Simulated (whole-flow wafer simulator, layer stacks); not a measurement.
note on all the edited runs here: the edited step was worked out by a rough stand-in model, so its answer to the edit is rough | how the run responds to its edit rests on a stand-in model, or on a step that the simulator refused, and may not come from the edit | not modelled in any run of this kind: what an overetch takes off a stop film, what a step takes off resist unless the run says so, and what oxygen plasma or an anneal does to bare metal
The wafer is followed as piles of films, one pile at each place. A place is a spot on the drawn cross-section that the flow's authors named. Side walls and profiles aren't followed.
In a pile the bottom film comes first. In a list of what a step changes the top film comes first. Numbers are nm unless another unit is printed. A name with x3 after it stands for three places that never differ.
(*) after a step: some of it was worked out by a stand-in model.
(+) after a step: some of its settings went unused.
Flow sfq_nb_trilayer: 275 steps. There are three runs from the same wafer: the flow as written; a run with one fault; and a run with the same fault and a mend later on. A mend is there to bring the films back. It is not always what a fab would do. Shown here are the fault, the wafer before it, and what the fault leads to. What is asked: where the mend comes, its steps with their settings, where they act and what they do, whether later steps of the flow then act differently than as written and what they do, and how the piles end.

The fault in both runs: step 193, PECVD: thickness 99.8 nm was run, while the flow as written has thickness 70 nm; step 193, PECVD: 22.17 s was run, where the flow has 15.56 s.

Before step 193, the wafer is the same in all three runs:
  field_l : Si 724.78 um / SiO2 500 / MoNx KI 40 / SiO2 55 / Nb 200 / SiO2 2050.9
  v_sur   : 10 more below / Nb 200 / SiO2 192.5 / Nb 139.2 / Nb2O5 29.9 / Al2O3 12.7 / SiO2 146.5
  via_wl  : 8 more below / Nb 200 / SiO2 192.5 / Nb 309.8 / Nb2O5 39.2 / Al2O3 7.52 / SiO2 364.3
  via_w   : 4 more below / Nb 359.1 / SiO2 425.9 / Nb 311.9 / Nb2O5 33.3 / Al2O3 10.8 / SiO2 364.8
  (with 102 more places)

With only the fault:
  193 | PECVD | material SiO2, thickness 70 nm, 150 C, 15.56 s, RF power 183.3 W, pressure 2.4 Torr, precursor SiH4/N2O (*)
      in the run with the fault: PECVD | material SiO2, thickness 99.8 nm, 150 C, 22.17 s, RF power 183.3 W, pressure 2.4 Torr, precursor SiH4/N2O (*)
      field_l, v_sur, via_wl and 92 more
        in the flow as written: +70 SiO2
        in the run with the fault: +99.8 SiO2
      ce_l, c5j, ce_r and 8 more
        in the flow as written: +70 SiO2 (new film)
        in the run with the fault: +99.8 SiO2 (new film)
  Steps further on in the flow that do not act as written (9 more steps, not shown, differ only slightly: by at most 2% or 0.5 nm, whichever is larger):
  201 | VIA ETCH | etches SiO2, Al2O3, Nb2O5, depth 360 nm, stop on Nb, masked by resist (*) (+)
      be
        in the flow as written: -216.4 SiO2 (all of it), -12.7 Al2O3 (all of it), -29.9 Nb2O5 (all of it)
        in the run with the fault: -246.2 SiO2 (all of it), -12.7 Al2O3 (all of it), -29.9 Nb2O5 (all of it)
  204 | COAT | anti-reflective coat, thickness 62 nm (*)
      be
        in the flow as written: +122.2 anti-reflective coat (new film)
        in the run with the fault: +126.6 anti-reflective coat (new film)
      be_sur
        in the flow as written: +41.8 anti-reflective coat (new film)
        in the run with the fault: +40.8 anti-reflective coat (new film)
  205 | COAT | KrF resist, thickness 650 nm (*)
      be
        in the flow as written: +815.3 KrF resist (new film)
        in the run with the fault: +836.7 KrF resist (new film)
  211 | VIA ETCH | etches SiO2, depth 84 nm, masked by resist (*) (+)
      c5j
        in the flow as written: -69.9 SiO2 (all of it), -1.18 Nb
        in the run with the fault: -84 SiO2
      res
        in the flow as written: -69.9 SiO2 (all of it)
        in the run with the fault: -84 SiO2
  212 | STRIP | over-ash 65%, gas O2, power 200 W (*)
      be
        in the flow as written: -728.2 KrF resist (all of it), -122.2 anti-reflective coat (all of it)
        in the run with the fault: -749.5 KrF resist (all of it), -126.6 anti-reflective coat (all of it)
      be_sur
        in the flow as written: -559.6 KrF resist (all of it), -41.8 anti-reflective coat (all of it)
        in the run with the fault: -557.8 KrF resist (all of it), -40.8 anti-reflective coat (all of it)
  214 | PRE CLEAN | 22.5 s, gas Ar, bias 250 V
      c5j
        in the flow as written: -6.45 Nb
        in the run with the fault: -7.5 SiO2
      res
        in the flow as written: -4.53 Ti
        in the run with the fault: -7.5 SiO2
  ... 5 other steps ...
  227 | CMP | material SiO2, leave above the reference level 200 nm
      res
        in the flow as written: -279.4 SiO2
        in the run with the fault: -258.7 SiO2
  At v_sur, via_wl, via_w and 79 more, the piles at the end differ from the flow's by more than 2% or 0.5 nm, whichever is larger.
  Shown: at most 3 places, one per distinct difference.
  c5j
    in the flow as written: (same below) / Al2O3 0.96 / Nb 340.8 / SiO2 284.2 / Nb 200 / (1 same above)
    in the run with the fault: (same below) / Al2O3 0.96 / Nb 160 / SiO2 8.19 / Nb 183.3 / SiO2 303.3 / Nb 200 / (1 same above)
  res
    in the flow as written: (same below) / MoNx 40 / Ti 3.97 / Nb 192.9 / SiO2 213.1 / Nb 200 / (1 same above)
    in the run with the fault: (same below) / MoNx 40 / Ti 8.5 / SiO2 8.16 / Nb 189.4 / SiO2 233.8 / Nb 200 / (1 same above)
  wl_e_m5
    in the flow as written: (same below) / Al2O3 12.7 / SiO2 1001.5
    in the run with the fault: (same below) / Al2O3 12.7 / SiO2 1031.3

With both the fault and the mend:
  The mend stands after step 199.
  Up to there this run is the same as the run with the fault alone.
  199a | STRIP | over-ash 65%, gas O2, power 200 W (*)
      p4_fl x3, p4_w1 x9, p4_g1 x2 and 33 more
        -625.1 KrF resist (all of it), -62 anti-reflective coat (all of it)
      wl_b_m5, wl_b_sr, wl_c_sl and 12 more
        -625 KrF resist (all of it), -62 anti-reflective coat (all of it)
      field_l, v_sur, via_wl, via_w
        -625.7 KrF resist (all of it), -62.2 anti-reflective coat (all of it)
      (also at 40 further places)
  199b | VIA ETCH | etches SiO2, depth 29.8 nm
      field_l, v_sur, via_wl and 103 more
        -29.8 SiO2
  199c | COAT | anti-reflective coat, thickness 62 nm (*) (a further turn of the flow's step 194)
      p4_fl x3, p4_w1 x9, p4_g1 x2 and 50 more
        +62 anti-reflective coat (new film)
      via_wr, via_sp, via_v, wire, lsp_r, l0_sur, l0v
        +62.3 anti-reflective coat (new film)
      be, be_sur, gap, lsp_m, ln_m6
        +62.4 anti-reflective coat (new film)
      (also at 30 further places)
  199d | COAT | KrF resist, thickness 650 nm (*) (a further turn of the flow's step 195)
      p4_fl x3, p4_w1 x9, p4_g1 x2 and 33 more
        +650 KrF resist (new film)
      wl_b_m5, wl_b_sr, wl_c_sl and 12 more
        +649.9 KrF resist (new film)
      field_l, v_sur, via_wl, via_w
        +650.6 KrF resist (new film)
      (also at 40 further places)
  199e | SOFTBAKE | KrF resist (a further turn of the flow's step 196)
      leaves every film unchanged at each place that is followed
  199f | EXPOSE | photomask I5, dose 12.41 mJ/cm2, NA 0.6, wavelength 248 nm (*) (a further turn of the flow's step 197)
      leaves every film unchanged at each place that is followed
  199g | PEB | KrF resist, 90 s (a further turn of the flow's step 198)
      field_l, v_sur, via_wl and 87 more
        -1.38 KrF resist
      jj_sur, ce_l, sp_r, moat, field_r, wl_jj
        -1.39 KrF resist
      be_r, r_sur, res, r_end
        -1.33 KrF resist
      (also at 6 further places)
  199h | DEVELOP | KrF resist, thickness 650 nm, 60 s (a further turn of the flow's step 199)
      field_l, v_sur, via_wl and 102 more
        -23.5 KrF resist
      be
        -649.8 KrF resist (all of it)
  Later steps of the flow that are run all act as written at every place that is followed, up to a difference of at most 2% or 0.5 nm, whichever is larger.
  At every place that both follow, the piles at the end match the flow's.
